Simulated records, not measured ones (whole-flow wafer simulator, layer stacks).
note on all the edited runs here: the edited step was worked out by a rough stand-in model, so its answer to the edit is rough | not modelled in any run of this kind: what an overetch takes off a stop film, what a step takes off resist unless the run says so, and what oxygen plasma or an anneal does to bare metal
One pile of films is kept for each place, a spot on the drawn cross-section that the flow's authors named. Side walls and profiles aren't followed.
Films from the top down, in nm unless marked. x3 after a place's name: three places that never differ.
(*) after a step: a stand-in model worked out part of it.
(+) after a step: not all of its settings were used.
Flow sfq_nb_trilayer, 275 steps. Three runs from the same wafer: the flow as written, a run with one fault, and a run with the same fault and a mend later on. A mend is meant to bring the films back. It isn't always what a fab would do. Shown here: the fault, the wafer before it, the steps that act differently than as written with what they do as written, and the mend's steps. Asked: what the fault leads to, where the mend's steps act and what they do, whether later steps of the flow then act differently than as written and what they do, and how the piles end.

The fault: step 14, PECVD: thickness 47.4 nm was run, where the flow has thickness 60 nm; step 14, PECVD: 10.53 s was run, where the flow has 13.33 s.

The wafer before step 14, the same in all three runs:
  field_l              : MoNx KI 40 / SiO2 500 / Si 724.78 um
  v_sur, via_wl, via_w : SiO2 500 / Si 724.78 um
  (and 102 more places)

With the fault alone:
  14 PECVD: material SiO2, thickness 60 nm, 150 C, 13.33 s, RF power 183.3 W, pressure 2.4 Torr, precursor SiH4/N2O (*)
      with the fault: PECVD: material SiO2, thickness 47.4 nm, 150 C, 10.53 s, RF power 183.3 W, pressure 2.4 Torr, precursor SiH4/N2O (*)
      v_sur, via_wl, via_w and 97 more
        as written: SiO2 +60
        with the fault: SiO2 +47.4
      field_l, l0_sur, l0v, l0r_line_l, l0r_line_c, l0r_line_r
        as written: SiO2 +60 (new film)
        with the fault: SiO2 +47.4 (new film)
  Later steps of the flow that act differently than as written (8 more steps differ only slightly, by at most 2% or 0.5 nm, whichever is larger, and aren't shown):
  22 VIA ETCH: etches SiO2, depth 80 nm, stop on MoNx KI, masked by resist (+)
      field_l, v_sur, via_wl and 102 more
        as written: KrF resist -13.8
        with the fault: KrF resist -12.2
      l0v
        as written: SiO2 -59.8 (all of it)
        with the fault: SiO2 -47.2 (all of it)
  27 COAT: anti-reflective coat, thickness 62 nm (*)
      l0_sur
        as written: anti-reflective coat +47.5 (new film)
        with the fault: anti-reflective coat +48.9 (new film)
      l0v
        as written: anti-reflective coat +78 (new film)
        with the fault: anti-reflective coat +74.2 (new film)
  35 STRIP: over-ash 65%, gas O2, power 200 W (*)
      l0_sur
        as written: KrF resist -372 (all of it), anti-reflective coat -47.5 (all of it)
        with the fault: KrF resist -372.8 (all of it), anti-reflective coat -48.9 (all of it)
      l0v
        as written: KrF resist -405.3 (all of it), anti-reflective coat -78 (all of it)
        with the fault: KrF resist -397.4 (all of it), anti-reflective coat -74.2 (all of it)
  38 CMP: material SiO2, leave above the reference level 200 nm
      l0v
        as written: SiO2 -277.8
        with the fault: SiO2 -292.5
  At the end the piles differ from the flow's by more than 2% or 0.5 nm, whichever is larger, at field_l, v_sur, via_wl and 99 more.
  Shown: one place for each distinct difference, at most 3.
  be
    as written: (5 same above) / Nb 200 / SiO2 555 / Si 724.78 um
    with the fault: (5 same above) / Nb 200 / SiO2 542.4 / Si 724.78 um
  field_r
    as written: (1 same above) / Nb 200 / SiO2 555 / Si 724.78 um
    with the fault: (1 same above) / Nb 200 / SiO2 542.4 / Si 724.78 um
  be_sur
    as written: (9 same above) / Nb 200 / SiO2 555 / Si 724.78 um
    with the fault: (9 same above) / Nb 200 / SiO2 542.4 / Si 724.78 um

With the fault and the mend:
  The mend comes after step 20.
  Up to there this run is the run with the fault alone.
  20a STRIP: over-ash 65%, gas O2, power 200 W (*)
      p4_fl x3, p4_w1 x9, p4_g1 x2 and 59 more
        KrF resist -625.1 (all of it), anti-reflective coat -62 (all of it)
      jj_sur, ce_l, c5j, ce_r, sp_r, be_r, r_sur
        KrF resist -632 (all of it), anti-reflective coat -63.7 (all of it)
      be, moat
        KrF resist -632.3 (all of it), anti-reflective coat -63.8 (all of it)
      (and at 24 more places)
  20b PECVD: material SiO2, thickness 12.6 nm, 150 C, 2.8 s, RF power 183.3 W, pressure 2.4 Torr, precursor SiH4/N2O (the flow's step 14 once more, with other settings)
      field_l, v_sur, via_wl and 103 more
        SiO2 +12.6
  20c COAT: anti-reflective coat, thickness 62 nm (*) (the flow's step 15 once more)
      p4_fl x3, p4_w1 x9, p4_g1 x2 and 59 more
        anti-reflective coat +62 (new film)
      be_sur, gap, jj_sur and 8 more
        anti-reflective coat +63.7 (new film)
      wire, be, moat, field_r, lsp_l
        anti-reflective coat +63.8 (new film)
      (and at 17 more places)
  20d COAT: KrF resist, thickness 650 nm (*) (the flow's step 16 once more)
      p4_fl x3, p4_w1 x9, p4_g1 x2 and 59 more
        KrF resist +650 (new film)
      jj_sur, ce_l, c5j, ce_r, sp_r, be_r, r_sur
        KrF resist +656.9 (new film)
      l0r_line_l, l0r_line_c, l0r_line_r
        KrF resist +646 (new film)
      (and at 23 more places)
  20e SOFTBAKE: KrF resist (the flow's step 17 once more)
      changes no film at any place that is followed
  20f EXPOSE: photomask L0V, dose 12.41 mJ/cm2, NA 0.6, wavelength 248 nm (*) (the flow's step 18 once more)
      changes no film at any place that is followed
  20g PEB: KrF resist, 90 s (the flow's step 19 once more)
      p4_fl x3, p4_w1 x9, p4_g1 x2 and 59 more
        KrF resist -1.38
      via_v, wire, be and 15 more
        KrF resist -1.39
      v_sur, via_w, via_wr, via_sp, lsp_m, ln_m6, lsp_r
        KrF resist -1.4
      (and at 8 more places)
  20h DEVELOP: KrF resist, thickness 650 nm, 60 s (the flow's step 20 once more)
      field_l, v_sur, via_wl and 102 more
        KrF resist -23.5
      l0v
        KrF resist -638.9 (all of it)
  No later step of the flow acts differently than as written, at any place that is followed, by more than 2% or 0.5 nm, whichever is larger.
  At the end the piles are the same as the flow's at every place that both follow.
